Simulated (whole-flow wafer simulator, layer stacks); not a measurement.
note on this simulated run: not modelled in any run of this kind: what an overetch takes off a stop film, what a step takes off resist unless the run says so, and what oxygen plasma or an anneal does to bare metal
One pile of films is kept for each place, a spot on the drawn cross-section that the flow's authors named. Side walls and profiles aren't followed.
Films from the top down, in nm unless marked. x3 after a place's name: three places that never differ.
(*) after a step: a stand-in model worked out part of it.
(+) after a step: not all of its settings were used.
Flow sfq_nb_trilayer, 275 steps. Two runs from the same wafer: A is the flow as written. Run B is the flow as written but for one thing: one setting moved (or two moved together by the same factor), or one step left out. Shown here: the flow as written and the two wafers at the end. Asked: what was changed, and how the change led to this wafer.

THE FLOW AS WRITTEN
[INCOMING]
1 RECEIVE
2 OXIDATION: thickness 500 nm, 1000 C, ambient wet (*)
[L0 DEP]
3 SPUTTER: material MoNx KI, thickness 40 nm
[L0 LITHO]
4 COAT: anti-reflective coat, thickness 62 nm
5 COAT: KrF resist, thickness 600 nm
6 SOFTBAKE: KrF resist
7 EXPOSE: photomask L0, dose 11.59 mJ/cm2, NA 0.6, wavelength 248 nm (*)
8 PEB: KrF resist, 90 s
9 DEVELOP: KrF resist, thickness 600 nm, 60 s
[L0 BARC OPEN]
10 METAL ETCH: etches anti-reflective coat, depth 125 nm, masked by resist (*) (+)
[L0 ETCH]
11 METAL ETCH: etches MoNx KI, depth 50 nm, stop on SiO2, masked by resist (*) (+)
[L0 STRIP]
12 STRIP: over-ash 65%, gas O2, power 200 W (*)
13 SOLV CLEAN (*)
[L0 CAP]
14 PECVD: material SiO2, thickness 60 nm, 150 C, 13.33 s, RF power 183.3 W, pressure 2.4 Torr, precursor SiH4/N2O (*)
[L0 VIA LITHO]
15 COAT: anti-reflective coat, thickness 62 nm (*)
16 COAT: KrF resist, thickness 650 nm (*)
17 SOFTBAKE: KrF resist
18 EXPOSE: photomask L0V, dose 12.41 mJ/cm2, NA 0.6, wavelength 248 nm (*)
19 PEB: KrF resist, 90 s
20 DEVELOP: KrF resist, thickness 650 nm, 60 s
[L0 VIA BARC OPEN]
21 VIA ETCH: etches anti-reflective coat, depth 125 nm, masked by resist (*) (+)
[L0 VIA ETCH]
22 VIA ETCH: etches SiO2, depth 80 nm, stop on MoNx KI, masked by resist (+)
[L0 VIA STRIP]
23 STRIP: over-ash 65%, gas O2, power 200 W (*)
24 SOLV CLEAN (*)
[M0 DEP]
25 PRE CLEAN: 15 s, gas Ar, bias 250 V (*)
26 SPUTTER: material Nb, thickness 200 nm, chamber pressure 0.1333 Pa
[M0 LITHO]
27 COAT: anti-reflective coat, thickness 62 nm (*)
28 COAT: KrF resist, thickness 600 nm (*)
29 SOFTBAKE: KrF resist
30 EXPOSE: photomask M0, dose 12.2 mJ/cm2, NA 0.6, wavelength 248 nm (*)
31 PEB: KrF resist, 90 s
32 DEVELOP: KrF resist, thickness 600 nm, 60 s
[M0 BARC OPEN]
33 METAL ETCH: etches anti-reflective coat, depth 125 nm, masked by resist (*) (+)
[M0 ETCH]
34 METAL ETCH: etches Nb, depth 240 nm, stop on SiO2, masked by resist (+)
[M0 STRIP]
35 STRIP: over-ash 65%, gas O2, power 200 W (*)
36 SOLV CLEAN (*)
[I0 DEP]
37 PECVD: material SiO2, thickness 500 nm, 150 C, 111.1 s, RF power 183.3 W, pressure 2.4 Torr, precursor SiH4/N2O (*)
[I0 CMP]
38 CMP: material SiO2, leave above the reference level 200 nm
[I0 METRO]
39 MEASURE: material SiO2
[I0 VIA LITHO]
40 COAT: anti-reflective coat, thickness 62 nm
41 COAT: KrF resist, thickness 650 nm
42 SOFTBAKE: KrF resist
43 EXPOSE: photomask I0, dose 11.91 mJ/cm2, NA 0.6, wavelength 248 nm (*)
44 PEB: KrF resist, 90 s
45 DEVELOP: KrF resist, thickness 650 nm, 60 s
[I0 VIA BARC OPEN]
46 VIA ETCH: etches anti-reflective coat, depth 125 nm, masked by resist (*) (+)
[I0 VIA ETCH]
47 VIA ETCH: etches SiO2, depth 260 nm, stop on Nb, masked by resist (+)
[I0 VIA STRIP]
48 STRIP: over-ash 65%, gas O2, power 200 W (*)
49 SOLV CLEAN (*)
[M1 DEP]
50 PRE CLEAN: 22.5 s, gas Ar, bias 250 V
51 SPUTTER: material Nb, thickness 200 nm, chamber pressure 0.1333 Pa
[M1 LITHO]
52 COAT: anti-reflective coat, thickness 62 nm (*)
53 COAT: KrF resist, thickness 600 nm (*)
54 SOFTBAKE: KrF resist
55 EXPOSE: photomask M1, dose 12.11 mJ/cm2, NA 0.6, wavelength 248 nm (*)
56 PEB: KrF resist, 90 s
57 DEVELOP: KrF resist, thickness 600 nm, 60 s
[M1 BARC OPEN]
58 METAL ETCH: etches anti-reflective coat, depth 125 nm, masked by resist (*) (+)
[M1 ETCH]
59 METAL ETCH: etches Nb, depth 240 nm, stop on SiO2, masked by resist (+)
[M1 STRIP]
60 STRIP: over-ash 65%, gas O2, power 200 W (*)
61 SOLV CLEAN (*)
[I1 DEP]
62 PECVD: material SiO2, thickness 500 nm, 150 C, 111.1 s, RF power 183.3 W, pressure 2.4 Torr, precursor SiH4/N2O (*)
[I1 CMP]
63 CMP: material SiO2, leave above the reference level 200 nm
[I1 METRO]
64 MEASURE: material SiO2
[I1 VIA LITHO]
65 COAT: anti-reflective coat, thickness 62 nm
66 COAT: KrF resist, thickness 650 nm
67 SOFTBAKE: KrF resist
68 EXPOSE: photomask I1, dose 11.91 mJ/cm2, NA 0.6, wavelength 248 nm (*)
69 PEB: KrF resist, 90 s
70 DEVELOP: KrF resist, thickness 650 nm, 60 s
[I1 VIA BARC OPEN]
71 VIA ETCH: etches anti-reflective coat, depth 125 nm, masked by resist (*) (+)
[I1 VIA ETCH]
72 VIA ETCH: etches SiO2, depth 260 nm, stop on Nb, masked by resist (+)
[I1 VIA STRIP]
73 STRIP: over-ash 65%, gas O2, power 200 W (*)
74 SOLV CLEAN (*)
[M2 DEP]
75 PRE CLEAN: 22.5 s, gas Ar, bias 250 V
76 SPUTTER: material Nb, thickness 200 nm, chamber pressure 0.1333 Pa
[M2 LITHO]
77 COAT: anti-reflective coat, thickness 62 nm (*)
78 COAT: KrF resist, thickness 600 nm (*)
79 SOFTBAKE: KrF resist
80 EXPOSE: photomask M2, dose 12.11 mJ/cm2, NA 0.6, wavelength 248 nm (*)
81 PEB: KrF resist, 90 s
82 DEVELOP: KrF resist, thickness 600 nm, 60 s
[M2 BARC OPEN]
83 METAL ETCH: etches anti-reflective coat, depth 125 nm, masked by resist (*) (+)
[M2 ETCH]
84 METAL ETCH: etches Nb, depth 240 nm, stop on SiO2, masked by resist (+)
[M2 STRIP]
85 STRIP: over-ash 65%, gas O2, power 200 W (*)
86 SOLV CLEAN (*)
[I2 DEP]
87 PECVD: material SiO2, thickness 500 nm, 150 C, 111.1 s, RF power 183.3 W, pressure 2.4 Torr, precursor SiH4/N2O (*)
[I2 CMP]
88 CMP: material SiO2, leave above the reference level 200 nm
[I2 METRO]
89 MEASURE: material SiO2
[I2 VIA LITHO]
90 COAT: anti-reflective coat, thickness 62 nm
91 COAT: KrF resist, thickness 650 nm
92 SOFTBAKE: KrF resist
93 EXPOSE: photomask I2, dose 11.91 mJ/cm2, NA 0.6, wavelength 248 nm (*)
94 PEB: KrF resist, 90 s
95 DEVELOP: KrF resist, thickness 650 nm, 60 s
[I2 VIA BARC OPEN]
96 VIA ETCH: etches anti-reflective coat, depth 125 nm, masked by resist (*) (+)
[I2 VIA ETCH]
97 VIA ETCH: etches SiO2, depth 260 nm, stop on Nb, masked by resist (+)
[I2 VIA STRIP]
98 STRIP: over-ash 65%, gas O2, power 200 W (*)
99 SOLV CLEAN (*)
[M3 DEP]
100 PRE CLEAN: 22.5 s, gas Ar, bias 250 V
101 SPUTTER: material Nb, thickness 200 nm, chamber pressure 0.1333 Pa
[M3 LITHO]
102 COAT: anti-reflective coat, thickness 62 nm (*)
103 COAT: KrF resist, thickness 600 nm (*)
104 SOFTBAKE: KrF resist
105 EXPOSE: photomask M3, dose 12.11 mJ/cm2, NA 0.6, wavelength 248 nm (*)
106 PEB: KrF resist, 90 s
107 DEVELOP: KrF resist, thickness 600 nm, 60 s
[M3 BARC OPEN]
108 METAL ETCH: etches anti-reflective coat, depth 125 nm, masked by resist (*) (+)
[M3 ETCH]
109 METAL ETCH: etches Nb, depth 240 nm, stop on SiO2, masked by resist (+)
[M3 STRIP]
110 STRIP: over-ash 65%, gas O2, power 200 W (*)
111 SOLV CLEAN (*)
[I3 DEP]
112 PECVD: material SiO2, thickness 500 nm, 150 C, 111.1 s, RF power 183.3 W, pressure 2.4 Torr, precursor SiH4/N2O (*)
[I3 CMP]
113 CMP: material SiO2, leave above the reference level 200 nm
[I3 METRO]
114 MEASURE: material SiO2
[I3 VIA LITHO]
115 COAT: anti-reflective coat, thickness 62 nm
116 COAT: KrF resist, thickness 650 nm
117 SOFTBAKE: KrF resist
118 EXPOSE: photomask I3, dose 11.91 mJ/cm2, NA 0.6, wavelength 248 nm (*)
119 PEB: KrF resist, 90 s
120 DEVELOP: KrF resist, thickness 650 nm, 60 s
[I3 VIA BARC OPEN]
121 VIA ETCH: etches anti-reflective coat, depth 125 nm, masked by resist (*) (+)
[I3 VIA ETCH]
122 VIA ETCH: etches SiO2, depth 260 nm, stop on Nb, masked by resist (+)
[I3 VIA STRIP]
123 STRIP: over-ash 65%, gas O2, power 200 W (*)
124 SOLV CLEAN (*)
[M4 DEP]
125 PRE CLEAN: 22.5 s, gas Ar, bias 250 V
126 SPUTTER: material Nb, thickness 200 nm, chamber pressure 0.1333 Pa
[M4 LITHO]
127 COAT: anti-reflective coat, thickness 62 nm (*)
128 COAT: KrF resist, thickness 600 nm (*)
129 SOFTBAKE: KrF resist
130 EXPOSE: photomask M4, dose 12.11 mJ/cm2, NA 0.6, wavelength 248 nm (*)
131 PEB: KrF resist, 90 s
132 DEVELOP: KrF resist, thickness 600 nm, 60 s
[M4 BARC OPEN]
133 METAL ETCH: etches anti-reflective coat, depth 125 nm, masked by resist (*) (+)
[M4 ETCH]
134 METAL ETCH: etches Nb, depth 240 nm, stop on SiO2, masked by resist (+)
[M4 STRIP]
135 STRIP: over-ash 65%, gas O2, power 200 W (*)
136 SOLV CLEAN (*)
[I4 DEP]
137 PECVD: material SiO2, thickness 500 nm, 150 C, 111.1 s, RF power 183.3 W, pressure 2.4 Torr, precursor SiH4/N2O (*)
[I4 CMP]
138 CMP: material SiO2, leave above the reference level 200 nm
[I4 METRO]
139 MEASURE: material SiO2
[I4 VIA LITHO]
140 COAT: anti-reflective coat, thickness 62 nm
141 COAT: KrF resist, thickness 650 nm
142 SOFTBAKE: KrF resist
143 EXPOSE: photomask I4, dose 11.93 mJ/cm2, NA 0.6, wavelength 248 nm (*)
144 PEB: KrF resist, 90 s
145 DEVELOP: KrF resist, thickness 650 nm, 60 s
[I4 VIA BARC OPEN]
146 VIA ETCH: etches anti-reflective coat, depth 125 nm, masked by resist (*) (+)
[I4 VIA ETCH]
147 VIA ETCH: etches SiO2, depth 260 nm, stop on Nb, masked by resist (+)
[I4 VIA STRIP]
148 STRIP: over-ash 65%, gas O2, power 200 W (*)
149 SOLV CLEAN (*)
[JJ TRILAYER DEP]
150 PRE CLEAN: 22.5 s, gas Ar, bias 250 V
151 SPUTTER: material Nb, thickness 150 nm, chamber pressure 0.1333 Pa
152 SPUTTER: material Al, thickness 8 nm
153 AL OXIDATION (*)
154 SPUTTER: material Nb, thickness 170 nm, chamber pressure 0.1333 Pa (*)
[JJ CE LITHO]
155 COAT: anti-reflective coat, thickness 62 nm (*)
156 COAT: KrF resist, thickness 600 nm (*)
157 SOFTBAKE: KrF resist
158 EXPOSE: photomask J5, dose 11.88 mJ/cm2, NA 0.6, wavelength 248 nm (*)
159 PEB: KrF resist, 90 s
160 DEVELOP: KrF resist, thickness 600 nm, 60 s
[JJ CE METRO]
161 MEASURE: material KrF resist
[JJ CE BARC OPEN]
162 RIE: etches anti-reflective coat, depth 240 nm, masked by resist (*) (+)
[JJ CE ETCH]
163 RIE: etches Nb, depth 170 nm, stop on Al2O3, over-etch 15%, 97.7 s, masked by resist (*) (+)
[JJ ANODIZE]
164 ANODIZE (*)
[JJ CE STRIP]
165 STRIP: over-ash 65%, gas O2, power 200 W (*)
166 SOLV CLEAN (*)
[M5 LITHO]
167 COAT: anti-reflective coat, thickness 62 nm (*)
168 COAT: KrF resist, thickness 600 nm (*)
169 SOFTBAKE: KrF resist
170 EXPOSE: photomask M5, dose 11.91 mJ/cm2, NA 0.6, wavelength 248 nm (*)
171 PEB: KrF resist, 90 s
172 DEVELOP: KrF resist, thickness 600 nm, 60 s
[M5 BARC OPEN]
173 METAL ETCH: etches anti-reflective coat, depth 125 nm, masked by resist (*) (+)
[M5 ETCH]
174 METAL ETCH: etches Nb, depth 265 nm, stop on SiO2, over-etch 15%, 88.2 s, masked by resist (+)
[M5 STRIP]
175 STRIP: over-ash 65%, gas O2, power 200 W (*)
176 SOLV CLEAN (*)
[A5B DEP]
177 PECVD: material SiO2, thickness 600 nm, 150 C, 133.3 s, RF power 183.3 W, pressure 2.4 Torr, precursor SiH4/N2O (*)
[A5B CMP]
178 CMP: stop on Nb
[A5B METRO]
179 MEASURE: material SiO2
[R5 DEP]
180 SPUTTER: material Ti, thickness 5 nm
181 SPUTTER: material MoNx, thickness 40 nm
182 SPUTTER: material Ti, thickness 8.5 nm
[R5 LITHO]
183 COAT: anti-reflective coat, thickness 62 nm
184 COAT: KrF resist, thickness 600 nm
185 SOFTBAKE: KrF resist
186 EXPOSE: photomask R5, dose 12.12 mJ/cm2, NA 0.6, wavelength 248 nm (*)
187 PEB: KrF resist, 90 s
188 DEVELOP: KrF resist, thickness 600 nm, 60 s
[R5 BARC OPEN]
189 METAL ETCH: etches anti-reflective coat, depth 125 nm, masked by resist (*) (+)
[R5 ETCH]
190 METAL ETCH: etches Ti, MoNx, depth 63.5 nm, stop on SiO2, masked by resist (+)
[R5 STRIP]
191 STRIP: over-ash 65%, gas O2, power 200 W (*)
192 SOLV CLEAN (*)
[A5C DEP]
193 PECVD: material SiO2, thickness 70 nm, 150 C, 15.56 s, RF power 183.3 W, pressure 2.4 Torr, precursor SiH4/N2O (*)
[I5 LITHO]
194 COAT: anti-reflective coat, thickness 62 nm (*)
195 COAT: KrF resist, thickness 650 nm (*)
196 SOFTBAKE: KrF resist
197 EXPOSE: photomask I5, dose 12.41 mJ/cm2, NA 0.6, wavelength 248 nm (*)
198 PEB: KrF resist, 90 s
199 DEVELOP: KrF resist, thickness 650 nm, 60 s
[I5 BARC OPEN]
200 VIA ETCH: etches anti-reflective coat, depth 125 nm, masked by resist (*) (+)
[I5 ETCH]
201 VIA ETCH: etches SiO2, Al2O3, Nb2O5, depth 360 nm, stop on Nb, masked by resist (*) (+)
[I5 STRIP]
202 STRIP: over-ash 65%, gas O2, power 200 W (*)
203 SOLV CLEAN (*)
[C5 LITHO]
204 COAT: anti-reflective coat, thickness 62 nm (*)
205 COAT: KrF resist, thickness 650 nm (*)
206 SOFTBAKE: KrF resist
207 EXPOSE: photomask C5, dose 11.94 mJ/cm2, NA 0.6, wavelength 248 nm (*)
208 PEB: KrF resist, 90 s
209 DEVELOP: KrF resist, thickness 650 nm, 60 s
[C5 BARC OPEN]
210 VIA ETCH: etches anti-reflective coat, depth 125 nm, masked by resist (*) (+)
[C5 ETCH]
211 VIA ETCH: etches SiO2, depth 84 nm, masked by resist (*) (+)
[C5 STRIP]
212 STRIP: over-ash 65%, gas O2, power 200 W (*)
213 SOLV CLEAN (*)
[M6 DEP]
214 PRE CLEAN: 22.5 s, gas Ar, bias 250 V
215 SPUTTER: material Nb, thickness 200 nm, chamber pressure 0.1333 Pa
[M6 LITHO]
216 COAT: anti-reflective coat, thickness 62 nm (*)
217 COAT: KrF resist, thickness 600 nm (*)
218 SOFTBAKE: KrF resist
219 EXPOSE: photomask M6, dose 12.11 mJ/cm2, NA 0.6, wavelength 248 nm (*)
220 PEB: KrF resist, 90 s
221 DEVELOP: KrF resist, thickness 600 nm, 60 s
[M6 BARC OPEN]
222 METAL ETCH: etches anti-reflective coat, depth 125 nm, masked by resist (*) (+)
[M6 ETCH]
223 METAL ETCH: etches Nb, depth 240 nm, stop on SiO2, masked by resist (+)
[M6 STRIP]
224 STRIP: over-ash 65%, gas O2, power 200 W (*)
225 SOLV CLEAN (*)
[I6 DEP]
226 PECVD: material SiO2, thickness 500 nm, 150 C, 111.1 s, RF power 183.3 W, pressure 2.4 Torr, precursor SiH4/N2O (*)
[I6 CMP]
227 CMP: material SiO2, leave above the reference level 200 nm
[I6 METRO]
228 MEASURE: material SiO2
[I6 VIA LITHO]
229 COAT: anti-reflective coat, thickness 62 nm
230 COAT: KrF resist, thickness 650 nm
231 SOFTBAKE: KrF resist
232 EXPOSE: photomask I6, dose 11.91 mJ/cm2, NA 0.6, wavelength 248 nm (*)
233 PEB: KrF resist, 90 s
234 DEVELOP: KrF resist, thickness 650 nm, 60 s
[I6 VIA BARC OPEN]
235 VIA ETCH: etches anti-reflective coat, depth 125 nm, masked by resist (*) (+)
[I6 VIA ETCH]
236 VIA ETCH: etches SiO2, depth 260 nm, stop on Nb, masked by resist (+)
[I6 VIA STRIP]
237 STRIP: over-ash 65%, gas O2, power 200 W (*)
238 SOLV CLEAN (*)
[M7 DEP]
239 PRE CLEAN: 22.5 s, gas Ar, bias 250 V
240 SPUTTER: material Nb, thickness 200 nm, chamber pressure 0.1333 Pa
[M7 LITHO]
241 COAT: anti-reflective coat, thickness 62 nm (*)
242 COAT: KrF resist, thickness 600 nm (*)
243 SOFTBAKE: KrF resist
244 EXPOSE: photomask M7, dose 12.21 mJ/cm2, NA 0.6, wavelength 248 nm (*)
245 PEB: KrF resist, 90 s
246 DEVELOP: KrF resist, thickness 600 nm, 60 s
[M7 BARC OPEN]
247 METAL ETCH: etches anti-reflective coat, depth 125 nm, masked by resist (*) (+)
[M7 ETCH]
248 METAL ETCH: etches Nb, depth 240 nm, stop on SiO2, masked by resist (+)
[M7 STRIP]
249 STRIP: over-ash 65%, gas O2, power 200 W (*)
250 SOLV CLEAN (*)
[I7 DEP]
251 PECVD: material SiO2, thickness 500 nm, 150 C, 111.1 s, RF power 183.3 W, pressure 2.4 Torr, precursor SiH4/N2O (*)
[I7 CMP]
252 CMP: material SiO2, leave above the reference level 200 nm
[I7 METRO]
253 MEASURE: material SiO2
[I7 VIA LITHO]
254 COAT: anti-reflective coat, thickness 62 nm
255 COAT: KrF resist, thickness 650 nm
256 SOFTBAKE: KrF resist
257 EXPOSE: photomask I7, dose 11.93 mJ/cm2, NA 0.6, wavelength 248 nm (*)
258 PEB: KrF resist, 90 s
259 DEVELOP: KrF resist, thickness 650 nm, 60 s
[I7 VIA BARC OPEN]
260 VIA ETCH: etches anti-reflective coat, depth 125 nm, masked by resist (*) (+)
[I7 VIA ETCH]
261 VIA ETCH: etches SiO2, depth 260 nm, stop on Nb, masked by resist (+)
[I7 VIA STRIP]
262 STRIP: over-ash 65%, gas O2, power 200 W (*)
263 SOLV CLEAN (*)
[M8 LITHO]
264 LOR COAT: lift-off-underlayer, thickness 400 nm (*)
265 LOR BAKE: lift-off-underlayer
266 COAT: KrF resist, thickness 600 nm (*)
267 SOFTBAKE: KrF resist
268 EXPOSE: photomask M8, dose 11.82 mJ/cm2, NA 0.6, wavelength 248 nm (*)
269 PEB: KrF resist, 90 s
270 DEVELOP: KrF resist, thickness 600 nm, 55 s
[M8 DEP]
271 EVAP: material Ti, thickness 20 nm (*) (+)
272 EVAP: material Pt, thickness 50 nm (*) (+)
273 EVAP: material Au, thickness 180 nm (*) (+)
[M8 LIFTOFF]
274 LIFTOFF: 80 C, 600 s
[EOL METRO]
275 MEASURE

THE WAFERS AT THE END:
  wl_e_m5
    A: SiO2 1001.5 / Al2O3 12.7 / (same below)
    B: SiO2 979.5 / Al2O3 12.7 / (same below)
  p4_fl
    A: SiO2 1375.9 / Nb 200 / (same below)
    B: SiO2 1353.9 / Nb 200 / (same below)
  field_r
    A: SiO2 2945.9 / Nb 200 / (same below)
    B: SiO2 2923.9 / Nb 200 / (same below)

The cause: step 240, SPUTTER: thickness 178 nm was run, where the flow has thickness 200 nm.

How the change led to this, step by step:
  240 SPUTTER: material Nb, thickness 200 nm, chamber pressure 0.1333 Pa
      field_l, v_sur, via_wl and 102 more: A Nb +200 (new film) | B Nb +178 (new film)
      via_v: A Nb +161.1 | B Nb +143.3
  248 METAL ETCH: etches Nb, depth 240 nm, stop on SiO2, masked by resist (+)
      field_l, field_r, lsp_l and 62 more: A Nb -200 (all of it) | B Nb -178 (all of it)
  251 PECVD: material SiO2, thickness 500 nm, 150 C, 111.1 s, RF power 183.3 W, pressure 2.4 Torr, precursor SiH4/N2O (*)
      m7r_space_l, m7r_space_r: A SiO2 +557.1 | B SiO2 +535.1
  252 CMP: material SiO2, leave above the reference level 200 nm
      field_l, p4_fl, p4_fm and 56 more: A SiO2 -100 | B SiO2 -122
      field_r, lsp_l: A SiO2 -77.7 | B SiO2 -102.1
      (and at 2 more places)
